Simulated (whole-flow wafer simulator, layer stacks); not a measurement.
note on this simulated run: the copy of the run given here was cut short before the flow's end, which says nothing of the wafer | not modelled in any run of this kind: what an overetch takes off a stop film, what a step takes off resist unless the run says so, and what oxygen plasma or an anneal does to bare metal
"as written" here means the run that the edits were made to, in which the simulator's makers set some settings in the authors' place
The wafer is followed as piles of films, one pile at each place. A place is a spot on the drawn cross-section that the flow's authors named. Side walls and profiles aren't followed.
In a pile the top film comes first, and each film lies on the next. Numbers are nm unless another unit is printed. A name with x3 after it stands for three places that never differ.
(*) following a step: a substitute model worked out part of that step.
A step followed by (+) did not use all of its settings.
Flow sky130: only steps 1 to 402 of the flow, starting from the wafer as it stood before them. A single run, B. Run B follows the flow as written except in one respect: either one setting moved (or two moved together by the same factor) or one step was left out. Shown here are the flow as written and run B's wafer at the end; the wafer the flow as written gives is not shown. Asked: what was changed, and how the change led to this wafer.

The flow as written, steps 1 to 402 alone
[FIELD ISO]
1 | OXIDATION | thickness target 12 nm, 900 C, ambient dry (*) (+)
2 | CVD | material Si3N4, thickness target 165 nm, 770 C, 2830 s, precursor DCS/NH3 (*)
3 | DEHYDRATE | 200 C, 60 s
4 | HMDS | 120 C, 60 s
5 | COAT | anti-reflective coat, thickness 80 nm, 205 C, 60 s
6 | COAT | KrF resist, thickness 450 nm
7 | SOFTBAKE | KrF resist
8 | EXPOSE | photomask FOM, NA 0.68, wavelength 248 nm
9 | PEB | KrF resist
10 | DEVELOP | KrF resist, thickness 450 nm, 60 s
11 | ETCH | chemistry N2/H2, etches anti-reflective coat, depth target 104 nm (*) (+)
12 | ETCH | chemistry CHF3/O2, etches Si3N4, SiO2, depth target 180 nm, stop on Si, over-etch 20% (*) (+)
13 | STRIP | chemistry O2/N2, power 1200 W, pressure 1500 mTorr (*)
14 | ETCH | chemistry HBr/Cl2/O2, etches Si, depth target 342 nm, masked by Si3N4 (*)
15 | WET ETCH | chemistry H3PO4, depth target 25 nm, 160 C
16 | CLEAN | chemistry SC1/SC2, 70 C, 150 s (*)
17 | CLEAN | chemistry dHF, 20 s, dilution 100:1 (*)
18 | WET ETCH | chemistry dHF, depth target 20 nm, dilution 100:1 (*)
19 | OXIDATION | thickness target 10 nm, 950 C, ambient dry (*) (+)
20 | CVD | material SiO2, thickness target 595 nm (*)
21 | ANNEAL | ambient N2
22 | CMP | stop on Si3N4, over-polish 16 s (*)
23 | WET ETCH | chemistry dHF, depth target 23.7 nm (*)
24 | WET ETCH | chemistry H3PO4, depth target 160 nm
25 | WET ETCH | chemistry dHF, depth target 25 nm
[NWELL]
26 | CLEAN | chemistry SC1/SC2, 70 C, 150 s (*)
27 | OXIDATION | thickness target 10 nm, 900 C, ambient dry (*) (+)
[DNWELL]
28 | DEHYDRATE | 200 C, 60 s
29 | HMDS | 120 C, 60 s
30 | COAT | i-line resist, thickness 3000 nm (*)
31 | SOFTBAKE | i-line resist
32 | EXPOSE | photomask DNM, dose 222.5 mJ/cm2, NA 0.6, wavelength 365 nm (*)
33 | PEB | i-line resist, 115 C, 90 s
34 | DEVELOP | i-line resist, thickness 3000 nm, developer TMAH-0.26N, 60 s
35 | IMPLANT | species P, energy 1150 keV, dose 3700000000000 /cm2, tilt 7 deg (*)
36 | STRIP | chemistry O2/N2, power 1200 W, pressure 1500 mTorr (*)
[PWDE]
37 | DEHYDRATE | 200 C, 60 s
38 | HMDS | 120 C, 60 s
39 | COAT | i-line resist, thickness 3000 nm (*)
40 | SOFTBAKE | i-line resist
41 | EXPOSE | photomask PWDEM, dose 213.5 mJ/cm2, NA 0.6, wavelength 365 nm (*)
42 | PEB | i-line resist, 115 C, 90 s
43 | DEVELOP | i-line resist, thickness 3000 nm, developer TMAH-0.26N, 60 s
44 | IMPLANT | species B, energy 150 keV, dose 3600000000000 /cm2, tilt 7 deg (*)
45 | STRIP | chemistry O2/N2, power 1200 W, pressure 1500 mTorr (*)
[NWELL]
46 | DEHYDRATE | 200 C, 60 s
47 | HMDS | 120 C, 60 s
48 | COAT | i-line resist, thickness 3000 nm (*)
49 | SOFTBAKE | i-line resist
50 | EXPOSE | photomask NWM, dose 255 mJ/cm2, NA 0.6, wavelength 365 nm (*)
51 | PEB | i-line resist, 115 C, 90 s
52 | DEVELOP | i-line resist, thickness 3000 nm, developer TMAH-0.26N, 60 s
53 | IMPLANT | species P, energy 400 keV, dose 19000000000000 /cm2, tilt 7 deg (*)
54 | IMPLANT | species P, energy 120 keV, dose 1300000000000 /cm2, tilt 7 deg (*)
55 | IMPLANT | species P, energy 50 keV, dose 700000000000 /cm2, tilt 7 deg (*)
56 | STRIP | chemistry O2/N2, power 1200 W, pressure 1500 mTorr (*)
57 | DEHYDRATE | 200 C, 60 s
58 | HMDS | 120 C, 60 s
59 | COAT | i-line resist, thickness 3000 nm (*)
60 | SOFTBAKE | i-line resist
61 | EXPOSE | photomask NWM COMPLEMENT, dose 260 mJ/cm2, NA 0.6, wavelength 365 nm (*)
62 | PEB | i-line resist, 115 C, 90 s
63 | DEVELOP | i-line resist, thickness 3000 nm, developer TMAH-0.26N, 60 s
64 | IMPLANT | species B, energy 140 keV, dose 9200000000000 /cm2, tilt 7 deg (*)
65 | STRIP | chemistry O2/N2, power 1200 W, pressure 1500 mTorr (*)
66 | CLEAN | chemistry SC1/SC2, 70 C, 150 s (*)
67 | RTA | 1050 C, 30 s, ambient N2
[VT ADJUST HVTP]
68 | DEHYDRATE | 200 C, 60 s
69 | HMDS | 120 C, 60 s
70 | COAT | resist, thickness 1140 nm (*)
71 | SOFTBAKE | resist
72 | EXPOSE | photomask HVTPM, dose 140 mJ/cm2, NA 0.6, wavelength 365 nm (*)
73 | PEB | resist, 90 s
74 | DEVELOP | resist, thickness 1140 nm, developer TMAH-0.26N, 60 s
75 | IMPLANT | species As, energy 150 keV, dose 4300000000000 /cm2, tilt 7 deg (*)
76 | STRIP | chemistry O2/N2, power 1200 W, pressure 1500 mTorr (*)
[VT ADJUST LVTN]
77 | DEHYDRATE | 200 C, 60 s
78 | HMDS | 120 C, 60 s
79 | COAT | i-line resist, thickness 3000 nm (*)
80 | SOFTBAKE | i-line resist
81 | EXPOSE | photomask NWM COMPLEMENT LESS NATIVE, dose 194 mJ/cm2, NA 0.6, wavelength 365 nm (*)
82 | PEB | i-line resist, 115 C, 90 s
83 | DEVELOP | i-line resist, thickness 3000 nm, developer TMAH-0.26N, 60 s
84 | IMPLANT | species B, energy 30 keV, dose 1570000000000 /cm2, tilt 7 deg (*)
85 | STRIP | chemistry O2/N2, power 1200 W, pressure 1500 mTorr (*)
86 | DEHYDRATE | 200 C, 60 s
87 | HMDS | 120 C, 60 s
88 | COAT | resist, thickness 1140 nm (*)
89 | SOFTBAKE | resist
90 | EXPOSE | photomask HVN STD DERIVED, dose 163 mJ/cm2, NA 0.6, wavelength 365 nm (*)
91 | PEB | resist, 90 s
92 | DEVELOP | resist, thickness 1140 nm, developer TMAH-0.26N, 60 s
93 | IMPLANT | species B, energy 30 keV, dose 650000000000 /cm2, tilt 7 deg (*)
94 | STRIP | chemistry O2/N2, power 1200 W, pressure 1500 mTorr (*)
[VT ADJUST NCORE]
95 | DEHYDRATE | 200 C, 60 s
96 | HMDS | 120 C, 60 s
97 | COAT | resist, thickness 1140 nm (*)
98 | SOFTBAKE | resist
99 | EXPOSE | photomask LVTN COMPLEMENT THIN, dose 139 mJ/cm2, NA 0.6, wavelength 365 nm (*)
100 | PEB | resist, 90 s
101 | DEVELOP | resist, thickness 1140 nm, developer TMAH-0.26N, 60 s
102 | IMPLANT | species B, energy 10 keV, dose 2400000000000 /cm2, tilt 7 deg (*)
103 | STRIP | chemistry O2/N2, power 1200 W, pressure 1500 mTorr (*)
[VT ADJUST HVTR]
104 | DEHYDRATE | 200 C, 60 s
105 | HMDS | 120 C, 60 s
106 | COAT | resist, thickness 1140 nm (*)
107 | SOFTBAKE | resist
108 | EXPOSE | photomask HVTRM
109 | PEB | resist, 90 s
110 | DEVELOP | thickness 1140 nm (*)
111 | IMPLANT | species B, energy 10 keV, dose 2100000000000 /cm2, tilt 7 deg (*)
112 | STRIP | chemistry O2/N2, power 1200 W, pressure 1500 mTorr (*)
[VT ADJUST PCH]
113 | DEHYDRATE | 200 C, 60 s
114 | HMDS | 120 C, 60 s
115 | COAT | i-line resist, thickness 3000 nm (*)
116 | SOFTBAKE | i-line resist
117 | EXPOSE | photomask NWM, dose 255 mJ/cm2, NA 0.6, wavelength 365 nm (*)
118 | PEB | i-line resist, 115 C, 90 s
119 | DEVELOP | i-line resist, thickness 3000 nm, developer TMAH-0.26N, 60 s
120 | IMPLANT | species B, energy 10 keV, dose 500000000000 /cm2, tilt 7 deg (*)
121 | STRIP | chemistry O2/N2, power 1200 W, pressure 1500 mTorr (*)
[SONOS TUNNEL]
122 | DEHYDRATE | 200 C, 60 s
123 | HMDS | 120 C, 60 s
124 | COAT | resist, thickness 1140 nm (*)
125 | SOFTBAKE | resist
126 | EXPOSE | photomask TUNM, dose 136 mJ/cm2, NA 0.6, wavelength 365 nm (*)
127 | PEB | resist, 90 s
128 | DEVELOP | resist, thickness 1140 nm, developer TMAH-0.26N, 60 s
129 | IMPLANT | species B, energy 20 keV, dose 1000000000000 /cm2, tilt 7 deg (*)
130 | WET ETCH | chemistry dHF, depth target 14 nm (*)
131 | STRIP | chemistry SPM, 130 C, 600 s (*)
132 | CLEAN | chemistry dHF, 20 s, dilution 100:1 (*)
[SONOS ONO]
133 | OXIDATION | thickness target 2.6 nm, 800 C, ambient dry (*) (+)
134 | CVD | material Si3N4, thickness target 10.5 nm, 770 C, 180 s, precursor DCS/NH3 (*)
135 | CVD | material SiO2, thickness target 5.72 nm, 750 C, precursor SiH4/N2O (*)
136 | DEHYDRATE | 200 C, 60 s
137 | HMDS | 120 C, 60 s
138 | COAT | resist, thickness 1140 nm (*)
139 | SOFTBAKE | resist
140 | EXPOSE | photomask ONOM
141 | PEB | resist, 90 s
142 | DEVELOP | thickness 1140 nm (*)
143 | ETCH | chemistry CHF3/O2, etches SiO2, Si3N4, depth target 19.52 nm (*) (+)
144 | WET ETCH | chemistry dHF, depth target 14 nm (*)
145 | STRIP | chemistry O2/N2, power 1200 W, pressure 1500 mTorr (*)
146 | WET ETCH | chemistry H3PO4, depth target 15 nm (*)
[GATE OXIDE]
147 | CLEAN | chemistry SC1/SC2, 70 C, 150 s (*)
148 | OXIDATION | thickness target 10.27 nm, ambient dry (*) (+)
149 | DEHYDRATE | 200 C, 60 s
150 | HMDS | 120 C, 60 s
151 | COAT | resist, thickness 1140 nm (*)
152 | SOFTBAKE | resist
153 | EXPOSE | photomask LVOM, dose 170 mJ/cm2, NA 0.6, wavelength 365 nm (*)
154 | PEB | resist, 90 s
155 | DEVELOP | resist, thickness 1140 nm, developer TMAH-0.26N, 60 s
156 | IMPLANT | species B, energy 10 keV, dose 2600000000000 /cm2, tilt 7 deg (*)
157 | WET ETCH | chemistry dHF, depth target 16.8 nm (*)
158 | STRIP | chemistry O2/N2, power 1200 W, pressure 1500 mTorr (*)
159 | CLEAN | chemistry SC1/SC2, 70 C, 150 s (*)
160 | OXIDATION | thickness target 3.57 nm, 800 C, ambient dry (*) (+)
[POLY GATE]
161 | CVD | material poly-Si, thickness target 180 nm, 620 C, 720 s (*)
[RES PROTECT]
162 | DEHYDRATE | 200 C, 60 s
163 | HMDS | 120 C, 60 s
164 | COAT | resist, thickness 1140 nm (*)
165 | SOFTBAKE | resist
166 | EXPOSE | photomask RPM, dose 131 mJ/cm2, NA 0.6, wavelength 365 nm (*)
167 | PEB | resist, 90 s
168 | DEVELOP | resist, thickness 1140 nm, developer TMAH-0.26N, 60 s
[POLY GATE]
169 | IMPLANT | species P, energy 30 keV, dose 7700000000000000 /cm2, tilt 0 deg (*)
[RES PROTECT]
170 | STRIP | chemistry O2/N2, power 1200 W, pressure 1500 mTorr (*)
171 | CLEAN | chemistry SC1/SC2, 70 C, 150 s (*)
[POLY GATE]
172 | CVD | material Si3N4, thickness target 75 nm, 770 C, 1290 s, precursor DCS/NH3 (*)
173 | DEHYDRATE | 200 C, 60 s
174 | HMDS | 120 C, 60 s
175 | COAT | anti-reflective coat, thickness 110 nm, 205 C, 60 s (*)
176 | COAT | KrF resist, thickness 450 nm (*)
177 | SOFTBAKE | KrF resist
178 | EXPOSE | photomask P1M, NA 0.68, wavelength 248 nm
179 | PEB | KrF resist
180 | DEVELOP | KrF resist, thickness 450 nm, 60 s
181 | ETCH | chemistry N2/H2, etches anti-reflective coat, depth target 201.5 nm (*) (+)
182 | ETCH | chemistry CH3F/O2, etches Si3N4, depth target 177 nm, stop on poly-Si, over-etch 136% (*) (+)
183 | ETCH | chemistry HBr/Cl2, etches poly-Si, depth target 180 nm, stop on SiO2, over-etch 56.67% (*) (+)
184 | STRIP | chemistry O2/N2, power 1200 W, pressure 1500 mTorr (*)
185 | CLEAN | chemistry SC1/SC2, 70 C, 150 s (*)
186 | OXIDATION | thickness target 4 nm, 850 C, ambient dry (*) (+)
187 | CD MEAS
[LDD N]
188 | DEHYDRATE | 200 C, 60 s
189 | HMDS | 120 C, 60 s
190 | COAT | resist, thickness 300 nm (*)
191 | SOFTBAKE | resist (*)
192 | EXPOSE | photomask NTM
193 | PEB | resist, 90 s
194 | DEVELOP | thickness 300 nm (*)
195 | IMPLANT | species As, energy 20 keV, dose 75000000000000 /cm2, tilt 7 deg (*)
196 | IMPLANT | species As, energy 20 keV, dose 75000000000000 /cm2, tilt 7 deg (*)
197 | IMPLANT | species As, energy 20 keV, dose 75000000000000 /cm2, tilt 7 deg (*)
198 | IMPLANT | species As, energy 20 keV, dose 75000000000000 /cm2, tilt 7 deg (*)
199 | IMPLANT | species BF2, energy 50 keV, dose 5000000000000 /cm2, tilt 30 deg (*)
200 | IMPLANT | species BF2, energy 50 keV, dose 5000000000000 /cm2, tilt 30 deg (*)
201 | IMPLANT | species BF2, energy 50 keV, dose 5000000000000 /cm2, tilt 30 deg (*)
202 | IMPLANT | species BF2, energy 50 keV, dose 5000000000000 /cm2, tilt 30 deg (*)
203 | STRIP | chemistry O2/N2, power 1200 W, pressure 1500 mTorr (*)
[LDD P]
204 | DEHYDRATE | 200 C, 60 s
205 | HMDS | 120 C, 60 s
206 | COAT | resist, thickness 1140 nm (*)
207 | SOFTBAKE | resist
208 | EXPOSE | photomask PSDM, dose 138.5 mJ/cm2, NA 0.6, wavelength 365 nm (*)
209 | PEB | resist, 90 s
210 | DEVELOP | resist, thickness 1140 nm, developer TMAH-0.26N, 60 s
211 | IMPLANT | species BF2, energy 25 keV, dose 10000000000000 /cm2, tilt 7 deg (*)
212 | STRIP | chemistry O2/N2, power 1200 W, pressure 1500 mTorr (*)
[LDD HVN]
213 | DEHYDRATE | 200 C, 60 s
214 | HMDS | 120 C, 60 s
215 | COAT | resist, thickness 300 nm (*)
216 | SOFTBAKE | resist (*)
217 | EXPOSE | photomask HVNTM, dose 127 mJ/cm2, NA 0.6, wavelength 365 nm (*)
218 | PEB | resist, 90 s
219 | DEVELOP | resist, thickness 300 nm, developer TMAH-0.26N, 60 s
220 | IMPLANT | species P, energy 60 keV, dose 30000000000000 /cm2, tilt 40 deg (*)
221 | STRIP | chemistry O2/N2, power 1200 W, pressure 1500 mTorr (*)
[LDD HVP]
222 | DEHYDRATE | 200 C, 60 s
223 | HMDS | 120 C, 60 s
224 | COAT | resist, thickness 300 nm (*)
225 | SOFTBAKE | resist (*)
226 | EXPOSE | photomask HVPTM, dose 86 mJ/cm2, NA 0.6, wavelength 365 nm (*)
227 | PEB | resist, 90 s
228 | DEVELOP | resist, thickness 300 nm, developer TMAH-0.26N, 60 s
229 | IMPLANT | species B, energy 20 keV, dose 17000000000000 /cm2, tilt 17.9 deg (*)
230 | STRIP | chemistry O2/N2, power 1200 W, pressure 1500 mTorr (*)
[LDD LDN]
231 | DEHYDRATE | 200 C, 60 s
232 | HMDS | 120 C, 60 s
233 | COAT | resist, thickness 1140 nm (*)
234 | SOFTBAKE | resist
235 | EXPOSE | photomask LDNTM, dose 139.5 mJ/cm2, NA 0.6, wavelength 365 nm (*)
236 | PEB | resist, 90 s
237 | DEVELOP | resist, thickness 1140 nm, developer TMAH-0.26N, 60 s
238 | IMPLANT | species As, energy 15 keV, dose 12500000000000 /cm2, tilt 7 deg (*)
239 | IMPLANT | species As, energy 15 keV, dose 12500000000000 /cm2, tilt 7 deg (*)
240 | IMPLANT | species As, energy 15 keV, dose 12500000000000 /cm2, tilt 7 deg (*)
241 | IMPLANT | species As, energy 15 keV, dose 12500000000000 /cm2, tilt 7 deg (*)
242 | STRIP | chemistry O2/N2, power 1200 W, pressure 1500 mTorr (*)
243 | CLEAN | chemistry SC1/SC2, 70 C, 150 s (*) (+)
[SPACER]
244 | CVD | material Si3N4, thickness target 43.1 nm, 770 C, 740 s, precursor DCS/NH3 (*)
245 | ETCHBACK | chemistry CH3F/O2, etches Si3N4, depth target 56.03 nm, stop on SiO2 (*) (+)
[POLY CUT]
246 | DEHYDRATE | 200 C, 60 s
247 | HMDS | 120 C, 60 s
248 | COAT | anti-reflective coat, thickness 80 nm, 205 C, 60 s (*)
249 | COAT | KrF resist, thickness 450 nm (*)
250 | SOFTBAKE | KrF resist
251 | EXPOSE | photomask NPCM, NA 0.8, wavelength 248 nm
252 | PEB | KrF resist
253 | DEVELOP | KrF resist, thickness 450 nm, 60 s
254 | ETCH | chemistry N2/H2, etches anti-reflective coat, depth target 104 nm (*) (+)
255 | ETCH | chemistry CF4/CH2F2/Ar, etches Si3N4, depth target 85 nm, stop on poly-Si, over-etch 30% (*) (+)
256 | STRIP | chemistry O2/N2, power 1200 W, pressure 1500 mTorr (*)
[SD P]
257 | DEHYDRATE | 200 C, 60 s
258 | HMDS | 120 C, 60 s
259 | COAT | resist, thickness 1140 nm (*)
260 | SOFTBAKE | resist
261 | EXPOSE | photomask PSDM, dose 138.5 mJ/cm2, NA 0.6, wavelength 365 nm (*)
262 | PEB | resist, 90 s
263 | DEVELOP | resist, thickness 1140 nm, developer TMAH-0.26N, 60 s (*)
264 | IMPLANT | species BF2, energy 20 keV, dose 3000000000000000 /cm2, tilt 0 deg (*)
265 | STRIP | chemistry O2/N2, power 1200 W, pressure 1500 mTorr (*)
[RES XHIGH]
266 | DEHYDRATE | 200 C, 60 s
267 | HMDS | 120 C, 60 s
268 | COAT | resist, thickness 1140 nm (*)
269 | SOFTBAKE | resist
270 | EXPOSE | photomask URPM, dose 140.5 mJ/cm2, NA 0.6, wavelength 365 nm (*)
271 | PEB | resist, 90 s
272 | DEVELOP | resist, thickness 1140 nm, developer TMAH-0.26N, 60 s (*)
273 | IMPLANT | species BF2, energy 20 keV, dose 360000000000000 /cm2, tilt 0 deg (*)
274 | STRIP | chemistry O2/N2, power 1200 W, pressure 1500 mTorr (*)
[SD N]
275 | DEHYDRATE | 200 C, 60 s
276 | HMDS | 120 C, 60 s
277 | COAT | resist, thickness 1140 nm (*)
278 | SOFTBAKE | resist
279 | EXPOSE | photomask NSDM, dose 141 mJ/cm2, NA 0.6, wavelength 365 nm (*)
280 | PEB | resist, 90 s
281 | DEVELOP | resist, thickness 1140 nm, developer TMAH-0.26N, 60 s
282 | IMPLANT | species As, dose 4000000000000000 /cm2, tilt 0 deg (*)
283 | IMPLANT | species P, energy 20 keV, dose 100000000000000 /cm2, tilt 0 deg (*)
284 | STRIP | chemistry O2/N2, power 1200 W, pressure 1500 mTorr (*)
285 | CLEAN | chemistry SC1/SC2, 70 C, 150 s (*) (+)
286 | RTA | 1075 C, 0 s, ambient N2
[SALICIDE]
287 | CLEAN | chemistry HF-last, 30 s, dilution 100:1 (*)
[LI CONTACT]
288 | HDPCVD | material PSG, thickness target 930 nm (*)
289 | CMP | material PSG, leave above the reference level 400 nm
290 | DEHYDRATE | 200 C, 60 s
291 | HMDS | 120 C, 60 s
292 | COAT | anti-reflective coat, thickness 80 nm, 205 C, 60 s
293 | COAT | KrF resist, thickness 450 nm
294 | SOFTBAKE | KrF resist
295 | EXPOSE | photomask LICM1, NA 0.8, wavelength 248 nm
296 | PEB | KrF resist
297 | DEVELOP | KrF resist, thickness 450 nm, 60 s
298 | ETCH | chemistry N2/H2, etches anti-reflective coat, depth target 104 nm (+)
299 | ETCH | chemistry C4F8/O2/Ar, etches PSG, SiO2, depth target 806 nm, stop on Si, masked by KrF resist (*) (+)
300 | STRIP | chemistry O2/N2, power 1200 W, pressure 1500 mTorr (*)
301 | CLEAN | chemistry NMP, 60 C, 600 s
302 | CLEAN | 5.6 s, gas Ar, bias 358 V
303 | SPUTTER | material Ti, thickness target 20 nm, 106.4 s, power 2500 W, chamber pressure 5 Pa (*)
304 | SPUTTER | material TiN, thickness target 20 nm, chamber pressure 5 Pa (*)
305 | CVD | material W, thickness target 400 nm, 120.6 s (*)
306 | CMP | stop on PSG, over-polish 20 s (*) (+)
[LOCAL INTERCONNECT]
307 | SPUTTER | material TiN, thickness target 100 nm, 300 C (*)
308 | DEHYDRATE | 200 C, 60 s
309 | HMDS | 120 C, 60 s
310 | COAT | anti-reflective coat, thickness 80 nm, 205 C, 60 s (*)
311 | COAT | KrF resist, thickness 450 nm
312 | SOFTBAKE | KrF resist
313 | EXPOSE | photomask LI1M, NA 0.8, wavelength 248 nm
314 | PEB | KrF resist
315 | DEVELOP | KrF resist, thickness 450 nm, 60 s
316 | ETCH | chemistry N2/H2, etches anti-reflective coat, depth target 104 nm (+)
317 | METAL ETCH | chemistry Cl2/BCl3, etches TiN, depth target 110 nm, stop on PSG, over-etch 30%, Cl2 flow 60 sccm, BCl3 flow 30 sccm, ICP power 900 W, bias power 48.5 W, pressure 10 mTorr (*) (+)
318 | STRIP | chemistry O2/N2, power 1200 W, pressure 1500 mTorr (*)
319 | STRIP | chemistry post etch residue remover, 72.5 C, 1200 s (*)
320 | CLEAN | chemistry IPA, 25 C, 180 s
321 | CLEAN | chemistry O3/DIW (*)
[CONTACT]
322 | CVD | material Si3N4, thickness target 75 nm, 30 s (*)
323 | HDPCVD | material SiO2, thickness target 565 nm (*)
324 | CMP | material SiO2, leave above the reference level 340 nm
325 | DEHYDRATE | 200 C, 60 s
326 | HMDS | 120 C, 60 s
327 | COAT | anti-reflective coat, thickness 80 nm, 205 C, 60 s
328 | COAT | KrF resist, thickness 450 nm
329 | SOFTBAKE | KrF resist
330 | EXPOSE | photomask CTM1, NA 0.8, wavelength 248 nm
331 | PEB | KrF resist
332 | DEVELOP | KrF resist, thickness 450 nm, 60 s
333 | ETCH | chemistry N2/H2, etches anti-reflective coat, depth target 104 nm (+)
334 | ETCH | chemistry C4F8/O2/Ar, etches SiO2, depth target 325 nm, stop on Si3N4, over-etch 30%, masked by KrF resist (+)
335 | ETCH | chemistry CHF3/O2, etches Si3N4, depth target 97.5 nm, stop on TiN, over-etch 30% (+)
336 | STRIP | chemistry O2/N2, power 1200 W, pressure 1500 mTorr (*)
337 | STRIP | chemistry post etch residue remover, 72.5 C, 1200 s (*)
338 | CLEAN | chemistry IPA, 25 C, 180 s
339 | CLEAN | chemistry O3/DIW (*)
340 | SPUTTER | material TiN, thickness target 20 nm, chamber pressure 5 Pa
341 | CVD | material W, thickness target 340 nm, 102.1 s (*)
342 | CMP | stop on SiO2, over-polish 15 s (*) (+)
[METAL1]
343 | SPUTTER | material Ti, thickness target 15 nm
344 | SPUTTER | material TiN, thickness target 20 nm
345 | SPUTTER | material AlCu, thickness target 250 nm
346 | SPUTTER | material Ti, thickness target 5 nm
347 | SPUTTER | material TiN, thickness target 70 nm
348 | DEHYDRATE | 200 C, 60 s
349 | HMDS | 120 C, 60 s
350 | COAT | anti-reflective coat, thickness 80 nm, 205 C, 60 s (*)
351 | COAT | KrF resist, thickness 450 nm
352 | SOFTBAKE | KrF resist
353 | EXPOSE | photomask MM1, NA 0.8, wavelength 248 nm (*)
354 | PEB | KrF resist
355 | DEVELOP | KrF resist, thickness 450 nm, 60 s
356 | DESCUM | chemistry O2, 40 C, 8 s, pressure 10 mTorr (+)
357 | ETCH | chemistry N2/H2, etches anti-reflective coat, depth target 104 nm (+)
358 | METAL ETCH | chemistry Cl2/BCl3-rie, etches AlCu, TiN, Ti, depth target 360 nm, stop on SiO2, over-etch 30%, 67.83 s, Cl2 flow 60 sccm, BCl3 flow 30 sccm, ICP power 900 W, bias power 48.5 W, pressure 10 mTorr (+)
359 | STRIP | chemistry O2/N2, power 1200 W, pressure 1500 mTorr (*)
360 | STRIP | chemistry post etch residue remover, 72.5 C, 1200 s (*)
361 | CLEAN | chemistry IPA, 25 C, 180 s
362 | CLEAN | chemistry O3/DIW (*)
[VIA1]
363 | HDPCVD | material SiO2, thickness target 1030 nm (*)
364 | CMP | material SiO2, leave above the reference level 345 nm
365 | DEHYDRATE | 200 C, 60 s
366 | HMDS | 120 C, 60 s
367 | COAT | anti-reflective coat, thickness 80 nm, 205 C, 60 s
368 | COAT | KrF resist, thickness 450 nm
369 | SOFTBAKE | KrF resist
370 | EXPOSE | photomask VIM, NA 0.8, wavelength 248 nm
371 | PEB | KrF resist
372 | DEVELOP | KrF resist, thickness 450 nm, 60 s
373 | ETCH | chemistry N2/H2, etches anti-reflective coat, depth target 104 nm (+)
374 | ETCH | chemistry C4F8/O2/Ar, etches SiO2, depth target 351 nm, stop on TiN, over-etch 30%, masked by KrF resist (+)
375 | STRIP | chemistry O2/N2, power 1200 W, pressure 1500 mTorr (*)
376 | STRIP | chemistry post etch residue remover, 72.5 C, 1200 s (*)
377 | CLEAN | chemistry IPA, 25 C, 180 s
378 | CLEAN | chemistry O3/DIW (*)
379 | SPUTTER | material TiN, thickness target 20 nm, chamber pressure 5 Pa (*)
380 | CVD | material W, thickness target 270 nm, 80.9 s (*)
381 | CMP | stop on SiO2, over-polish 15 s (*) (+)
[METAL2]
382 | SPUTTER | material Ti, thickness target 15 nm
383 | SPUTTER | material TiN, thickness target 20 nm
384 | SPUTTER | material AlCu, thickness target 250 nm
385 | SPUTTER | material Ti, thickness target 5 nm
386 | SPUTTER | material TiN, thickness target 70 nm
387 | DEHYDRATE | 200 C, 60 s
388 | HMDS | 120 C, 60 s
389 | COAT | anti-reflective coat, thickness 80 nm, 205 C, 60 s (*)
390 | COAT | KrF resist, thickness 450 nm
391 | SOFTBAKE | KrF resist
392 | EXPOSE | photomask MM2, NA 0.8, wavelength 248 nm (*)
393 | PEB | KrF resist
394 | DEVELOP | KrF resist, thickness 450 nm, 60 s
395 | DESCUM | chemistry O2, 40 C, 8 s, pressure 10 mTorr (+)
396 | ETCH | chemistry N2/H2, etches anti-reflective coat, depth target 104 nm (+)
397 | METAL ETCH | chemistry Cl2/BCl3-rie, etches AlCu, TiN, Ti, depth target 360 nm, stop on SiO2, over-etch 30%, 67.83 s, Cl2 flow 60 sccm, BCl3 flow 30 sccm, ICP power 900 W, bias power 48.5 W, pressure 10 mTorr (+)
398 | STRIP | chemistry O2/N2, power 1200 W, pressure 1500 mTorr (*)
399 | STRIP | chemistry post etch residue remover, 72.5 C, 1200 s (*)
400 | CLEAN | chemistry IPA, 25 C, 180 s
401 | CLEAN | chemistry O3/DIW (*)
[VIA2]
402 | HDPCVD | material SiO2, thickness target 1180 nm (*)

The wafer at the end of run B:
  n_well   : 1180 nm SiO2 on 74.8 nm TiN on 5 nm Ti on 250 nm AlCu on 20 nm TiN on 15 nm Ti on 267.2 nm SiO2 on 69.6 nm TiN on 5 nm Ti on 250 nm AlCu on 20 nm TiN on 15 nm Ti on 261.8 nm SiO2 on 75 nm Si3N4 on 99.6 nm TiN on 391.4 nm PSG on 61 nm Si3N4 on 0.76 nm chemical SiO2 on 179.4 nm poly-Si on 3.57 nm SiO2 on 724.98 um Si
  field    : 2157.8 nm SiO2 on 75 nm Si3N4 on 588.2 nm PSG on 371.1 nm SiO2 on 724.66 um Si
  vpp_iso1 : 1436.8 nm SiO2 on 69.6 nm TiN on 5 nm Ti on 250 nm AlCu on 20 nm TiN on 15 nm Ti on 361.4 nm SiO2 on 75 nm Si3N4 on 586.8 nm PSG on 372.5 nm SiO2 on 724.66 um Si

The reason: step 386, SPUTTER: thickness target 75.2 nm was run, while the flow as written has thickness target 70 nm.

How this came from the change, step by step:
  386 | SPUTTER | material TiN, thickness target 70 nm
      field, active, n_well and 188 more: +75.2 TiN (new film) (it would be, as written: +70 TiN (new film))
  397 | METAL ETCH | chemistry Cl2/BCl3-rie, etches AlCu, TiN, Ti, depth target 360 nm, stop on SiO2, over-etch 30%, 67.83 s, Cl2 flow 60 sccm, BCl3 flow 30 sccm, ICP power 900 W, bias power 48.5 W, pressure 10 mTorr (+)
      field, active, gate and 82 more: -73.9 TiN (all of it), -5 Ti (all of it), -250 AlCu (all of it), -20 TiN (all of it), -15 Ti (all of it), -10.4 SiO2 (it would be, as written: -68.7 TiN (all of it), -5 Ti (all of it), -250 AlCu (all of it), -20 TiN (all of it), -15 Ti (all of it), -10.9 SiO2)
